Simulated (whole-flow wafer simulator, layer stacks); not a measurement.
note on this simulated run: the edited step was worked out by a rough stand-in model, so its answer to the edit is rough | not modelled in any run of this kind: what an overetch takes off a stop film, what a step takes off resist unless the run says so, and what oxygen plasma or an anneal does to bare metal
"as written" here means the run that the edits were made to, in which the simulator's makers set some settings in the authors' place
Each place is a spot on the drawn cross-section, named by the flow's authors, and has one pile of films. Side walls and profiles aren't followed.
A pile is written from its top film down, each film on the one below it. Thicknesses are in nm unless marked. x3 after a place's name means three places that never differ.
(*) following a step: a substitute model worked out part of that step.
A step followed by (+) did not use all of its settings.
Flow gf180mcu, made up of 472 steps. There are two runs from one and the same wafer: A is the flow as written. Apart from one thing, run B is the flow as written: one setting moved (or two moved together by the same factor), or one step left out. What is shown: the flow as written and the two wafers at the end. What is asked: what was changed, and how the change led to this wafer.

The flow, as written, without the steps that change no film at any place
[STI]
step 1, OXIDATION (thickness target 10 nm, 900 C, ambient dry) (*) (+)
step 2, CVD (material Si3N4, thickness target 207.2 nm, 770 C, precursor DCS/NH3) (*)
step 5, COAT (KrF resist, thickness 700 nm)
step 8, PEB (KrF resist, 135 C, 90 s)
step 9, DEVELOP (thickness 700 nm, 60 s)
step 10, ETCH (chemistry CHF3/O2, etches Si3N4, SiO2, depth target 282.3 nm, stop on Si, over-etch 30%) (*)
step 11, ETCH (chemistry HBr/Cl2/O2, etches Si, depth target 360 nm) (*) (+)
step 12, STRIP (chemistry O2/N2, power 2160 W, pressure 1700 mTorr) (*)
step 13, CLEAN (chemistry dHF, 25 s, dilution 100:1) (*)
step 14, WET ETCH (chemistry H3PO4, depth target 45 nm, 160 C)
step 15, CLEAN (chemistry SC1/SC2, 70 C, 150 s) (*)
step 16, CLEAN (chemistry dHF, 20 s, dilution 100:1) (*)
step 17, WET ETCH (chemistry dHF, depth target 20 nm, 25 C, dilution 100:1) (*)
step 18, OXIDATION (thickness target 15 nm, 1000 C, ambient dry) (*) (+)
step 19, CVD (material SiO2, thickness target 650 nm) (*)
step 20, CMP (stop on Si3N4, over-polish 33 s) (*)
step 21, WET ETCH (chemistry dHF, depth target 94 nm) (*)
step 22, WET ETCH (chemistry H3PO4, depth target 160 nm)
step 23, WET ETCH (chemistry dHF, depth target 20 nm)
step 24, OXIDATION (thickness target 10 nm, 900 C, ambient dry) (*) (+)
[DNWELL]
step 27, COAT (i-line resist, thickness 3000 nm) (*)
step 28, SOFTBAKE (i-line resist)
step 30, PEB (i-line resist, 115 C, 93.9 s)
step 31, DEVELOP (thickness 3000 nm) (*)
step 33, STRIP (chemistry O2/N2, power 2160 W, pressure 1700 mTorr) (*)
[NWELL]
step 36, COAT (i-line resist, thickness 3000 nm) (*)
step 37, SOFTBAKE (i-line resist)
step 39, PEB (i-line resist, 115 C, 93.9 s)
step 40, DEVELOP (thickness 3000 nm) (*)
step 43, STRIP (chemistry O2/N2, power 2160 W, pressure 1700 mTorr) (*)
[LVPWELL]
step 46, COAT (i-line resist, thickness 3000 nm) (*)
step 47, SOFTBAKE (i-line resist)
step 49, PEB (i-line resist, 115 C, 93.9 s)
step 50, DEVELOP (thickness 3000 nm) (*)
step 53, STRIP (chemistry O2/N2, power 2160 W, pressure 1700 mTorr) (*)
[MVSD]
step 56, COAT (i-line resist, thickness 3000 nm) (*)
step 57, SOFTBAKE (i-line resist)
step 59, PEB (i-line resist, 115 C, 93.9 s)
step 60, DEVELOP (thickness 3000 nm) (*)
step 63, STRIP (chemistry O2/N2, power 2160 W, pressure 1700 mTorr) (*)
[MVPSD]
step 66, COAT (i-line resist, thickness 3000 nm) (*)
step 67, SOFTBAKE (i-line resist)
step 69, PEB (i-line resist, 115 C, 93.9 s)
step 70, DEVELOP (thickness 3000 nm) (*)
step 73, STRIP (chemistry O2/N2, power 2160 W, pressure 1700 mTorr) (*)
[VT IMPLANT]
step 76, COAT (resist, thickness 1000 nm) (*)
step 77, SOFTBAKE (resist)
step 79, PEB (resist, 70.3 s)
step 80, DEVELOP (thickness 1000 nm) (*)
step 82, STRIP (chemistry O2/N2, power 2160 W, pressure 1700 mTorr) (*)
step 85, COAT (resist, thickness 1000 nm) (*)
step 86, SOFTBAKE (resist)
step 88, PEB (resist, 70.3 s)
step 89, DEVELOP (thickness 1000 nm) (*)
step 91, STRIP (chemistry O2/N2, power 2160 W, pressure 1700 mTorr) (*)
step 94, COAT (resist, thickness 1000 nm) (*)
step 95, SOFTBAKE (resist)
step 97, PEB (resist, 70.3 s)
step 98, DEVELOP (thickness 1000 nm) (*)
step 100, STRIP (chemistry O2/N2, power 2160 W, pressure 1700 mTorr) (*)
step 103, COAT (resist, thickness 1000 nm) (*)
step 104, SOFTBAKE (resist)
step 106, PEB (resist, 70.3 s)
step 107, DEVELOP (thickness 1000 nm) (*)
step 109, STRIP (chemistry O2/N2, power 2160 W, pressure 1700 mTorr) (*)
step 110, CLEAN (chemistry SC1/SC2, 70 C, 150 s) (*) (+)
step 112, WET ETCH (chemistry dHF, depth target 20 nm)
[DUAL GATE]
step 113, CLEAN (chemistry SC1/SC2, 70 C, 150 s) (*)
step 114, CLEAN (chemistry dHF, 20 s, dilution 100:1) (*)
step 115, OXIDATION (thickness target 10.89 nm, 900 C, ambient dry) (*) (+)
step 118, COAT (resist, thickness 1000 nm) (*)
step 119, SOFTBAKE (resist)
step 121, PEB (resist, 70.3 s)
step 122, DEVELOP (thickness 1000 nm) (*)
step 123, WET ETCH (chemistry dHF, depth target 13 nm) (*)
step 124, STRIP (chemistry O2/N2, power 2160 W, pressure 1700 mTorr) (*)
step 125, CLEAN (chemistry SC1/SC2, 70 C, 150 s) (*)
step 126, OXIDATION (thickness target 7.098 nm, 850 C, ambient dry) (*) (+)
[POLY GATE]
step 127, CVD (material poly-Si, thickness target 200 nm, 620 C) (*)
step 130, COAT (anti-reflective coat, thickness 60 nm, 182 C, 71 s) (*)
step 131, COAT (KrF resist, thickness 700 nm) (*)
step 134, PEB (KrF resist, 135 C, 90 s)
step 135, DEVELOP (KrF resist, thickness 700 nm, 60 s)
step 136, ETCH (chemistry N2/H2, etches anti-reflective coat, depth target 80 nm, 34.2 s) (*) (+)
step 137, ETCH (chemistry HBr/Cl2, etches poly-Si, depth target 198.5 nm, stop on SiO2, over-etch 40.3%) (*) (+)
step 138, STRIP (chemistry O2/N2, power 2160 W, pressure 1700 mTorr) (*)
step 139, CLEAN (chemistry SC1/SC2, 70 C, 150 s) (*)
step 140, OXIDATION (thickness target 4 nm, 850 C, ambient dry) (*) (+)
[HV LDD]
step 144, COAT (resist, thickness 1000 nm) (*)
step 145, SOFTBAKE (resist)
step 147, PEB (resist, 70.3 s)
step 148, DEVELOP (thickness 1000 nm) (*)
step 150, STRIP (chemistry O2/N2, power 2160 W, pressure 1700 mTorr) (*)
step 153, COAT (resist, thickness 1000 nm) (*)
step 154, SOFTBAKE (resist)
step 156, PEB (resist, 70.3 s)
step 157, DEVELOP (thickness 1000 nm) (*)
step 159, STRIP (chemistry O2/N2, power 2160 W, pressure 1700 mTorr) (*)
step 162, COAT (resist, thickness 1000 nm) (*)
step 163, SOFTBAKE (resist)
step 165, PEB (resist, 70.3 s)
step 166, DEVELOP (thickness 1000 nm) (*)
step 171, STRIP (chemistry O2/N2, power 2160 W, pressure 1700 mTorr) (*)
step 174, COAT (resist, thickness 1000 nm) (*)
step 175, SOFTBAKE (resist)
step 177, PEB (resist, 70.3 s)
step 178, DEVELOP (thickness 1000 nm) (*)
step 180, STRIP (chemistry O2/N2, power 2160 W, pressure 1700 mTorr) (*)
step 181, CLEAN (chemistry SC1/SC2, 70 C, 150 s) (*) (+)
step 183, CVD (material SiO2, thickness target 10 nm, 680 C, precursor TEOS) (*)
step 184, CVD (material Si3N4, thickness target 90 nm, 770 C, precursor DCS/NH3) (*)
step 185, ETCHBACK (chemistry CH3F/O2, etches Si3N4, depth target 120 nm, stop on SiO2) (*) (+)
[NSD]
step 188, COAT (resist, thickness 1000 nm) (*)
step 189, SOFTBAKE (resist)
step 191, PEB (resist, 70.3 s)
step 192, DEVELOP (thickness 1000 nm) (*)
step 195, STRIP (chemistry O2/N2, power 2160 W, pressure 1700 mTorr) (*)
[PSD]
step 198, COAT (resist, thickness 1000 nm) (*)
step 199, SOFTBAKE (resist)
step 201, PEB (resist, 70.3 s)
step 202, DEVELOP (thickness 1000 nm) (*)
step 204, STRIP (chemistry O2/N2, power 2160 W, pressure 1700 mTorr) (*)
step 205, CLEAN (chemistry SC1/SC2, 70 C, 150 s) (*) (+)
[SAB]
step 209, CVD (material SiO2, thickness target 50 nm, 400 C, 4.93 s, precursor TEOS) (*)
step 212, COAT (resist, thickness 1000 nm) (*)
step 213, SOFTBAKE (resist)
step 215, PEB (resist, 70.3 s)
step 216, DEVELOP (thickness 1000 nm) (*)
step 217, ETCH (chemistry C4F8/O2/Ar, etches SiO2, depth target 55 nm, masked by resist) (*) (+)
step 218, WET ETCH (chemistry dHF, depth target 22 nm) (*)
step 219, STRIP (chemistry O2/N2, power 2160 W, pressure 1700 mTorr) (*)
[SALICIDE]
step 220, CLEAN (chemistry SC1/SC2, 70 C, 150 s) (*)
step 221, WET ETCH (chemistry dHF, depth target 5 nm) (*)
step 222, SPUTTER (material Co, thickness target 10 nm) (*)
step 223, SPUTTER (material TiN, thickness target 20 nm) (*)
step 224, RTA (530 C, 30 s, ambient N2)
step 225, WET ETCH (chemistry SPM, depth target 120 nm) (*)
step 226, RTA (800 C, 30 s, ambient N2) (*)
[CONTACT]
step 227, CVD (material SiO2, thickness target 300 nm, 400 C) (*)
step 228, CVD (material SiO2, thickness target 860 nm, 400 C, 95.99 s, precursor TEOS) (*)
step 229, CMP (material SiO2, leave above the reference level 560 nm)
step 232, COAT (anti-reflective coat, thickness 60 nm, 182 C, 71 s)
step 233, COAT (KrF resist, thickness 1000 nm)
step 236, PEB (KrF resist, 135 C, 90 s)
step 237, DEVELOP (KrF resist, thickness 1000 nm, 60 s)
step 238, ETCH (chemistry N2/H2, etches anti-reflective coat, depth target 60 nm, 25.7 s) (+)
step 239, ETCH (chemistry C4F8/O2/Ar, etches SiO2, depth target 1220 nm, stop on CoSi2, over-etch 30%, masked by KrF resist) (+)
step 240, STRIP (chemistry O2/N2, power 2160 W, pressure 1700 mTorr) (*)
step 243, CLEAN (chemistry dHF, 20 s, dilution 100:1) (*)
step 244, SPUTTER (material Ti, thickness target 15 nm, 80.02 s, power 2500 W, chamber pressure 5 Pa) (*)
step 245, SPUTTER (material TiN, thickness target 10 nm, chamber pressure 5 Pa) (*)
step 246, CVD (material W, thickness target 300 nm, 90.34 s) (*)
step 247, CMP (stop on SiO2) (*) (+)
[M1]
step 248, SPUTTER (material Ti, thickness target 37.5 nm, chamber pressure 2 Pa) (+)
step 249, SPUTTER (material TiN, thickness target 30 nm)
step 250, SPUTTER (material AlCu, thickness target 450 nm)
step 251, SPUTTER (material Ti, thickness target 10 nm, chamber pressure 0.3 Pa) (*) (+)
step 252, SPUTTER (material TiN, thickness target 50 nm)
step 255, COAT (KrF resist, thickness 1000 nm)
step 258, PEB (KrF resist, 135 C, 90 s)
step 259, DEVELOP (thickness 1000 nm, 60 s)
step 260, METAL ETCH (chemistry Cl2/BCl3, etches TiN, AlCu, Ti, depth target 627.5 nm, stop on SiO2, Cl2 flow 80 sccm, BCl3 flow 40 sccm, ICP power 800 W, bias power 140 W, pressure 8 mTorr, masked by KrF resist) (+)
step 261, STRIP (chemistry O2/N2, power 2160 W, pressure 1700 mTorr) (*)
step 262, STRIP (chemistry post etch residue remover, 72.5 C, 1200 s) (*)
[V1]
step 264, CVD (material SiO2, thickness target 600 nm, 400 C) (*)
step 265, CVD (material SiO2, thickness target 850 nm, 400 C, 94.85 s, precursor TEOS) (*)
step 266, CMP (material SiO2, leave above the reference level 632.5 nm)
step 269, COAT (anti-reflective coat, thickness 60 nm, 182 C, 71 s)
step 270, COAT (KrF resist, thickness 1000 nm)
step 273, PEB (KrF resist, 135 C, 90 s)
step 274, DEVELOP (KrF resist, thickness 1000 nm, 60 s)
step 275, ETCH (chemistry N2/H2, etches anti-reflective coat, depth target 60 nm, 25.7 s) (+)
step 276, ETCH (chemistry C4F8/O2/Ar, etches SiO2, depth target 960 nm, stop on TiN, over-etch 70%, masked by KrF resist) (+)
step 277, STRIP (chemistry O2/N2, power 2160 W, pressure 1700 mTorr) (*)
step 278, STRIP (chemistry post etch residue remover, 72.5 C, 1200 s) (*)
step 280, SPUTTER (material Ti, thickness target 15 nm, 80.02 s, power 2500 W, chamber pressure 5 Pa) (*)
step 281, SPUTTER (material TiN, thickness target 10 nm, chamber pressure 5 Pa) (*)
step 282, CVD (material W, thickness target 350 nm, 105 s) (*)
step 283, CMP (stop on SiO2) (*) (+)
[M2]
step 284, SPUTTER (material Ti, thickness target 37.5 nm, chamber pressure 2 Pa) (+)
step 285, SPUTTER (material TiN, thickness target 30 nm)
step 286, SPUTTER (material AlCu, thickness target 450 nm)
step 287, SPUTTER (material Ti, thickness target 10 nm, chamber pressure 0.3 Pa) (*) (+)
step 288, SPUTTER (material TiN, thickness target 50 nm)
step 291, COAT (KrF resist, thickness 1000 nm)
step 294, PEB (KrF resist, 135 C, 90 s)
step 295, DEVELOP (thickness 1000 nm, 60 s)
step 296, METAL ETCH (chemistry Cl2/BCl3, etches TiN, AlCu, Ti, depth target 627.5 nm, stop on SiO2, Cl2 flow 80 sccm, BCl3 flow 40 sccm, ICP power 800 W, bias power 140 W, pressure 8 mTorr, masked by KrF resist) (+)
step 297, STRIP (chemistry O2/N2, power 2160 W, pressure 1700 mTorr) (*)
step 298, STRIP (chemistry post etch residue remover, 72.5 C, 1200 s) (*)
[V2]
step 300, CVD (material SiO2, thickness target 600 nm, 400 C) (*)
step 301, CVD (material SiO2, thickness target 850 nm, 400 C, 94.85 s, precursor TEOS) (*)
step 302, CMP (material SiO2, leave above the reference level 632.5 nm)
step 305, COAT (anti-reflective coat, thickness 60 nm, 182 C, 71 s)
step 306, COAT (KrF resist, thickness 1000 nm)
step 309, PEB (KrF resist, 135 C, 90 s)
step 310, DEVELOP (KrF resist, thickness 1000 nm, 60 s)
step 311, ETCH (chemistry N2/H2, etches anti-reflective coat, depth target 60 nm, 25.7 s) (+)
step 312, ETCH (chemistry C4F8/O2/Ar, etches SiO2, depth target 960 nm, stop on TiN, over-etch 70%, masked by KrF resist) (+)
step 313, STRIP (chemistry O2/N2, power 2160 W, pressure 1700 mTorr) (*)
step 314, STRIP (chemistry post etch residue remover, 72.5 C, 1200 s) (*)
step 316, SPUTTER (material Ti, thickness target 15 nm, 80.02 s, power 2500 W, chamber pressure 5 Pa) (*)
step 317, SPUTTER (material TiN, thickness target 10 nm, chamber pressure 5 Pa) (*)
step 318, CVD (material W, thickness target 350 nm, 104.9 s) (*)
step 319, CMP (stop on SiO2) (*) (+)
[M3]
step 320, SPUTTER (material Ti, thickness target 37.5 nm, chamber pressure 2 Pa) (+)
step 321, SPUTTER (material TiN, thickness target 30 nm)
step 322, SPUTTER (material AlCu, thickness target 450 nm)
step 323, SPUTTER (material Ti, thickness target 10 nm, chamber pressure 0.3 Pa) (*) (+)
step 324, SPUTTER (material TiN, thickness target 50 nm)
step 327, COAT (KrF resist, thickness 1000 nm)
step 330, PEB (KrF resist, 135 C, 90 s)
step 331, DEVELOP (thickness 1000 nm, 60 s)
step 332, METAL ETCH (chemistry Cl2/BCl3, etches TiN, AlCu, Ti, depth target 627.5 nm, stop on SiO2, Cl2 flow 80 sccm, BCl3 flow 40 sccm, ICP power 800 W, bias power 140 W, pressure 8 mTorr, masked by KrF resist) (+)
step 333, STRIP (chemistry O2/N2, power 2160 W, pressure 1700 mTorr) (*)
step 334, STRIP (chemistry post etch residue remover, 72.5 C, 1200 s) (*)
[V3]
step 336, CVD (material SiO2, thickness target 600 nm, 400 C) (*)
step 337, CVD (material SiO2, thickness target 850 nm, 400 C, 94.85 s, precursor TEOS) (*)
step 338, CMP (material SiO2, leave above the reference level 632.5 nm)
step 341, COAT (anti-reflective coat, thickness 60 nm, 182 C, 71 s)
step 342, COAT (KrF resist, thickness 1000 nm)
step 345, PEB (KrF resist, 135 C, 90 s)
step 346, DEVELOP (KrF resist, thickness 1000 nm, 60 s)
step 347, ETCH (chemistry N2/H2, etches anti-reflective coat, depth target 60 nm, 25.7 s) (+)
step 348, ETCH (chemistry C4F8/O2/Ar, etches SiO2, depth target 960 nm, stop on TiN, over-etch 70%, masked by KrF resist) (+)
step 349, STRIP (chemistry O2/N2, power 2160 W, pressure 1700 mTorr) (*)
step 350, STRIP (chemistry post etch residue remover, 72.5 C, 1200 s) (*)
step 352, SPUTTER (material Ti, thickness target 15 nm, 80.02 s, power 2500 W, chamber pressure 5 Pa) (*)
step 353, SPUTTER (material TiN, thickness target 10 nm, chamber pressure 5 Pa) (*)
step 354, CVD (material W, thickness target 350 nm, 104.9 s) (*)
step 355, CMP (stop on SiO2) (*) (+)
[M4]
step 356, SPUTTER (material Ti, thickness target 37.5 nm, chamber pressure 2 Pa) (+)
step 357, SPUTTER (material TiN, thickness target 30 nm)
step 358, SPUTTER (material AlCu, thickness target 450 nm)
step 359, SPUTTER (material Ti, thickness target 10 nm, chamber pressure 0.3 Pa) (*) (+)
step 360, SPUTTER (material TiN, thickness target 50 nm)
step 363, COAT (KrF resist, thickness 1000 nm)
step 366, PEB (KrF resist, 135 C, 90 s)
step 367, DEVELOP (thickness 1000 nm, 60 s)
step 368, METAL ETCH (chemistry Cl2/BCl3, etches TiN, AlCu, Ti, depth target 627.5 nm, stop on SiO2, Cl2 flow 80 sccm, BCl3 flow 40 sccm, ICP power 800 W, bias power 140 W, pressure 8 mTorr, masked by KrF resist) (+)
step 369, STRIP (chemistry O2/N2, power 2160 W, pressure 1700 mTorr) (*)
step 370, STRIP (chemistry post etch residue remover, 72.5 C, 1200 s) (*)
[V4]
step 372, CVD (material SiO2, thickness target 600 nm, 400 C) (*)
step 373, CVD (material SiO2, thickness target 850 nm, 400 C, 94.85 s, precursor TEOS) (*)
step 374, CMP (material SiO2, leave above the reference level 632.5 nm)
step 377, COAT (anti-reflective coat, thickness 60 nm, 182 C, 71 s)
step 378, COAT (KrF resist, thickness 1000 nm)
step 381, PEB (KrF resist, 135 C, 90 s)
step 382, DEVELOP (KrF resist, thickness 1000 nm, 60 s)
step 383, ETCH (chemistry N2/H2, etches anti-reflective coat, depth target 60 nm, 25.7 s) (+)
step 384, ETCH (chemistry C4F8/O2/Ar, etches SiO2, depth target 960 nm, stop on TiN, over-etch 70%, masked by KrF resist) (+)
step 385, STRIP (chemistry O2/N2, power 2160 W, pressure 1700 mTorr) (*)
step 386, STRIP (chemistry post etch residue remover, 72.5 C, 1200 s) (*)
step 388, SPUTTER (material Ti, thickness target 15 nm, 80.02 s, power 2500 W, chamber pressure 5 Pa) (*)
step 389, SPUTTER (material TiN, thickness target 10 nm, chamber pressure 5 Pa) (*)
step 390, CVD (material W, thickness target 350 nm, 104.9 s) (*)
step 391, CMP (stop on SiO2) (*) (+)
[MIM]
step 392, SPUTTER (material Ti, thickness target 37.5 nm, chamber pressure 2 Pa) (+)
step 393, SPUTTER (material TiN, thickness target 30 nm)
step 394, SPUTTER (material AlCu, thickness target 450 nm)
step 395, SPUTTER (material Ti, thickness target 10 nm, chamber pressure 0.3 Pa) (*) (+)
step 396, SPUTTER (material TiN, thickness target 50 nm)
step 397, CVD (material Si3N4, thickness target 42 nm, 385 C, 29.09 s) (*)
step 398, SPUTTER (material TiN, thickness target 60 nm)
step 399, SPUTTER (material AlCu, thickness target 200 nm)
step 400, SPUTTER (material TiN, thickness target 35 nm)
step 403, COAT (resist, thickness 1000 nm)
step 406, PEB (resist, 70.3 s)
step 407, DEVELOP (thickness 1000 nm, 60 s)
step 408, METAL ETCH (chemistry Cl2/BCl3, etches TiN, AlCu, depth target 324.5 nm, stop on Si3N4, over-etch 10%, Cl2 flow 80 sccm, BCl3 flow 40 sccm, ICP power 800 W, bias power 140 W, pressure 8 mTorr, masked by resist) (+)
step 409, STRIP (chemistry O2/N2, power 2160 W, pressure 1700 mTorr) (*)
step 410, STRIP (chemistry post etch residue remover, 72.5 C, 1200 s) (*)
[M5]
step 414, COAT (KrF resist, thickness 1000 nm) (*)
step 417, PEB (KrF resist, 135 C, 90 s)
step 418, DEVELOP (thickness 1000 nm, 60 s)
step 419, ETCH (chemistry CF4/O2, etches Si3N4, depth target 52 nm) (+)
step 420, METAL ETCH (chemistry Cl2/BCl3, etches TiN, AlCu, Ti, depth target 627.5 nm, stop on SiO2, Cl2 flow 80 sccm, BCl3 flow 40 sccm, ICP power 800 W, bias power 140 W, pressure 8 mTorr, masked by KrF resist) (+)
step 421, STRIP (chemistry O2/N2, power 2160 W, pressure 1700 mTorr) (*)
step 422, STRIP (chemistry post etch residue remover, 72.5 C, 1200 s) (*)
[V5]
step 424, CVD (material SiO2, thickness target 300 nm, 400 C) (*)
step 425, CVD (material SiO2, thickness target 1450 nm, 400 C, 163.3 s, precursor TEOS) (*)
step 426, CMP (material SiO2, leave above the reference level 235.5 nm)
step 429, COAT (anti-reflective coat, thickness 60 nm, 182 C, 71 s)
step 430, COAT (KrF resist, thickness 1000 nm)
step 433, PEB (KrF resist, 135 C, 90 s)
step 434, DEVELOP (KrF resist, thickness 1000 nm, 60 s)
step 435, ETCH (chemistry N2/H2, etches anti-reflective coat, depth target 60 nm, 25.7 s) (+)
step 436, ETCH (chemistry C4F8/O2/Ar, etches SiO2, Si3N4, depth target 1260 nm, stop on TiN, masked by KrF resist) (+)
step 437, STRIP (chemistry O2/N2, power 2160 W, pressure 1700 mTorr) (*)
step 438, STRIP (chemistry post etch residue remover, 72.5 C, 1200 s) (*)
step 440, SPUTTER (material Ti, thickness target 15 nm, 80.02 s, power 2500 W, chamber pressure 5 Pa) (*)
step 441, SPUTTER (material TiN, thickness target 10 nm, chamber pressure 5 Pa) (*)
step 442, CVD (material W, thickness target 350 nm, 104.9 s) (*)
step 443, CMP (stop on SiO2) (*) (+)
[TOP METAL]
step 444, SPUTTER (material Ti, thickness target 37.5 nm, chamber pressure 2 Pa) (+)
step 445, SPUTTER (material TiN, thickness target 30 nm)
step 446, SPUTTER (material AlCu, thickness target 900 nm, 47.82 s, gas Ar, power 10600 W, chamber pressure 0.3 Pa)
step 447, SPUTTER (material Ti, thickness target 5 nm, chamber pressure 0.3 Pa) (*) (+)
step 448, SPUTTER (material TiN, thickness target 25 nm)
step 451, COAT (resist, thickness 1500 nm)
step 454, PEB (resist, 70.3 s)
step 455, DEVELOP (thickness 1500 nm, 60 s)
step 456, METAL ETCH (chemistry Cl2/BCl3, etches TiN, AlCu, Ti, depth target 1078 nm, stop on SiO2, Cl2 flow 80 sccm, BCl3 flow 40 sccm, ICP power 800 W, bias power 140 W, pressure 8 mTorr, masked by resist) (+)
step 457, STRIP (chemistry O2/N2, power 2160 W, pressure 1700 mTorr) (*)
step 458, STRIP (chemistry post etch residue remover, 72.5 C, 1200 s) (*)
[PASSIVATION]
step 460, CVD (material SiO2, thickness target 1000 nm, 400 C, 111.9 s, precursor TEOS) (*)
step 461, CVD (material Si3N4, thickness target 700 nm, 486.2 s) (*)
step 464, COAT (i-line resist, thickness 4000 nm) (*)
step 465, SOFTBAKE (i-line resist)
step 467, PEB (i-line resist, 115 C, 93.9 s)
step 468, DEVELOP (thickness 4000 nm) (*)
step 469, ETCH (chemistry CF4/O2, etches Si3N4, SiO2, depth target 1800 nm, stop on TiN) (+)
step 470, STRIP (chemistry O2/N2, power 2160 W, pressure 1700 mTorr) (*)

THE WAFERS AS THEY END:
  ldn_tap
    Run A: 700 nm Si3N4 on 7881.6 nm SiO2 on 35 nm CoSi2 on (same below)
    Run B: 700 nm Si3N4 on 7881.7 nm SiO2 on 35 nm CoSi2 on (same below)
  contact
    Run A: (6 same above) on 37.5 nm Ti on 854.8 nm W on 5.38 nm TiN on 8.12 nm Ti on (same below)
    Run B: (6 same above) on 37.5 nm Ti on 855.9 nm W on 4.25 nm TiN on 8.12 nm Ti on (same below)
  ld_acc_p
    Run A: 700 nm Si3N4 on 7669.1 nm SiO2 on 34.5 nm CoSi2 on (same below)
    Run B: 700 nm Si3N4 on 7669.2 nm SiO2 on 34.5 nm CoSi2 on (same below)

What caused this: step 441, SPUTTER: thickness target 7.9 nm was run, whereas the flow has thickness target 10 nm.

Step by step, how the change led to this:
  step 441, SPUTTER (material TiN, thickness target 10 nm, chamber pressure 5 Pa) (*)
      field, field__w1, field__w2 and 108 more: A TiN gains 10 (new film) | B TiN gains 7.9 (new film)
      contact: A TiN gains 5.38 (new film) | B TiN gains 4.25 (new film)
  step 443, CMP (stop on SiO2) (*) (+)
      field, field__w1, field__w2 and 108 more: A W loses 350 (all of it), TiN loses 10 (all of it), Ti loses 15 (all of it), SiO2 loses 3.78 | B W loses 350 (all of it), TiN loses 7.9 (all of it), Ti loses 15 (all of it), SiO2 loses 3.76
